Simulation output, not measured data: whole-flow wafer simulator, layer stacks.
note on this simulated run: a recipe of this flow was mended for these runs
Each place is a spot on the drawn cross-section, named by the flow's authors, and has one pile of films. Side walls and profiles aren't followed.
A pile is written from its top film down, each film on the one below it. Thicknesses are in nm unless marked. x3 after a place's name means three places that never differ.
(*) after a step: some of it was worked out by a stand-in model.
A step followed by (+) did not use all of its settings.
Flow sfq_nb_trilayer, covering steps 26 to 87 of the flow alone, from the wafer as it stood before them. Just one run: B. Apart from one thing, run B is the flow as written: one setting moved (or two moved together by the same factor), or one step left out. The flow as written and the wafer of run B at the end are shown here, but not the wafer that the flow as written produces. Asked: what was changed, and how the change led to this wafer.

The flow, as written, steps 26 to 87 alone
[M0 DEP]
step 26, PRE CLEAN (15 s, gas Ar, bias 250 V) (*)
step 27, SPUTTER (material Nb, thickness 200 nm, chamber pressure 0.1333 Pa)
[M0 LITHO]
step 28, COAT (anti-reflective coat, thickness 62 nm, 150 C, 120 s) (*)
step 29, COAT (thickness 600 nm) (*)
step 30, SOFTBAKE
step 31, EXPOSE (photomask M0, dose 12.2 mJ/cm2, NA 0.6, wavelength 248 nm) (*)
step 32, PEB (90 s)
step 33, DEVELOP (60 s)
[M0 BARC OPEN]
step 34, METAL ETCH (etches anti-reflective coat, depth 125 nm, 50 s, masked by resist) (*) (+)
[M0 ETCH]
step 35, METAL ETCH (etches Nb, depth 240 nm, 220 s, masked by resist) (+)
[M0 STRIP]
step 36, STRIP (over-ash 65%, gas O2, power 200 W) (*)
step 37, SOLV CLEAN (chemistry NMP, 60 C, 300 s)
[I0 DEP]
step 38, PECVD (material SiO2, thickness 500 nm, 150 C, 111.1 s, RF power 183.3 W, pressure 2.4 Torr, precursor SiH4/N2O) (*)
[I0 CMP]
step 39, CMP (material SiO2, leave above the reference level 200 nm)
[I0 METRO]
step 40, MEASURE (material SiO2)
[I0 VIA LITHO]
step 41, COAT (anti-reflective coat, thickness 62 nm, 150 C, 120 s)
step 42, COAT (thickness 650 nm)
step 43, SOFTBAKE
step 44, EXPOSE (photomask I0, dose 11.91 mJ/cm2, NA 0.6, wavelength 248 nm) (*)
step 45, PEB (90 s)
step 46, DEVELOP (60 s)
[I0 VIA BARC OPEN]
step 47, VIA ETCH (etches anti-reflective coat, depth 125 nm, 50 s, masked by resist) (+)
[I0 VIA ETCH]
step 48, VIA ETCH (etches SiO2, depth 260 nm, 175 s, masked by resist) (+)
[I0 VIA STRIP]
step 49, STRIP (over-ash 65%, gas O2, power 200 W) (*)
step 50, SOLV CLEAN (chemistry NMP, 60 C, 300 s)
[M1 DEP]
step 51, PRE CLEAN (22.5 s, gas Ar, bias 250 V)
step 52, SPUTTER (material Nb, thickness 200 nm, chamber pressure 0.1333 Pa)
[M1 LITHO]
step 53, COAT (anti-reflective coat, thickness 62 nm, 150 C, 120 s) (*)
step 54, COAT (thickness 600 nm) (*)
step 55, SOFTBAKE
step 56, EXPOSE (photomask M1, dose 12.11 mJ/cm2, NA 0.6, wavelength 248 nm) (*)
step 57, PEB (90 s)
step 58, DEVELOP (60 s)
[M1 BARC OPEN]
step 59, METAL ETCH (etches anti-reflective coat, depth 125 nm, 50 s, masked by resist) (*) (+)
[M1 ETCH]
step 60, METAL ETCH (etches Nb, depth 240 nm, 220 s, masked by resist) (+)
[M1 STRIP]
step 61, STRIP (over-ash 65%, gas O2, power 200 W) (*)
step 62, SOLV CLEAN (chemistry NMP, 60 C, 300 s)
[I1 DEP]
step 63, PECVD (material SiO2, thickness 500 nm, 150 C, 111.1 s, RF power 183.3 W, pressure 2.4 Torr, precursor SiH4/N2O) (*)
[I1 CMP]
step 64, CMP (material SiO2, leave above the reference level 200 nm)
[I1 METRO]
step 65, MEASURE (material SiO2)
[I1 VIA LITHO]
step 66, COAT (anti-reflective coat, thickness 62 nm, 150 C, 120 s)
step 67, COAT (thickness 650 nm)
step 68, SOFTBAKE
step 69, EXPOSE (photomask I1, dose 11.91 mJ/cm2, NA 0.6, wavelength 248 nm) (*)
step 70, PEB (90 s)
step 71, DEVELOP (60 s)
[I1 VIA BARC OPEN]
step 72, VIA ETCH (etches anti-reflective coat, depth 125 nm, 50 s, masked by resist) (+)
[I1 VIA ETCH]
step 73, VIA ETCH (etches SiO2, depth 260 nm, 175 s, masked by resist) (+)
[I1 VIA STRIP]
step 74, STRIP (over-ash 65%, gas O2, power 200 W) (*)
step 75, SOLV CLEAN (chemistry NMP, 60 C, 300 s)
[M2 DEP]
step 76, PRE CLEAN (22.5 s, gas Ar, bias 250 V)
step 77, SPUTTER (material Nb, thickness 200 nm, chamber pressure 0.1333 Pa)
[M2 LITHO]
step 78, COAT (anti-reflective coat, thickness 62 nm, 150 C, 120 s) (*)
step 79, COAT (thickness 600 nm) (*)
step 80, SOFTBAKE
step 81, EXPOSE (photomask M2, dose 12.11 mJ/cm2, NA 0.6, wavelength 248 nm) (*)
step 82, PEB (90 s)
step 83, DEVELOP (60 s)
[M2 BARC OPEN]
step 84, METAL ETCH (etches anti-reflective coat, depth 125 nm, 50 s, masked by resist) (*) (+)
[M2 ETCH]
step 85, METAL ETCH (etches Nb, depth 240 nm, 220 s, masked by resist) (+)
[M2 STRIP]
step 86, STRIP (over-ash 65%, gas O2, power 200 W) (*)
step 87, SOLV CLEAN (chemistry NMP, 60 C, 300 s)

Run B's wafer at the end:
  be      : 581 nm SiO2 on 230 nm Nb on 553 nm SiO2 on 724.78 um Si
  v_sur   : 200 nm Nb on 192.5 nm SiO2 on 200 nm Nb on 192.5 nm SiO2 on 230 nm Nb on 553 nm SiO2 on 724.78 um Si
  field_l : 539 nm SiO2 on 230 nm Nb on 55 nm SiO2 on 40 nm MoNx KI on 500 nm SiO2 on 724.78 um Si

What caused this: step 27, SPUTTER: thickness 230 nm was run, whereas the flow has thickness 200 nm.
One can read it off the wafer: be has Nb 230, and step 27 as written asks for 200 nm.

The path from the change to this, step by step:
  step 27, SPUTTER (material Nb, thickness 200 nm, chamber pressure 0.1333 Pa)
      field_l, v_sur, via_wl and 102 more: +230 Nb (new film) (in the flow as written it would be: +200 Nb (new film))
      l0v: +225.4 Nb (new film) (in the flow as written it would be: +195.4 Nb (new film))
  step 35, METAL ETCH (etches Nb, depth 240 nm, 220 s, masked by resist) (+)
      moat, m0r_space_l x2: -230 Nb (all of it), -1 SiO2 (in the flow as written it would be: -200 Nb (all of it), -4 SiO2)
  step 38, PECVD (material SiO2, thickness 500 nm, 150 C, 111.1 s, RF power 183.3 W, pressure 2.4 Torr, precursor SiH4/N2O) (*)
      moat, m0r_space_l x2: +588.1 SiO2 (in the flow as written it would be: +561.1 SiO2)
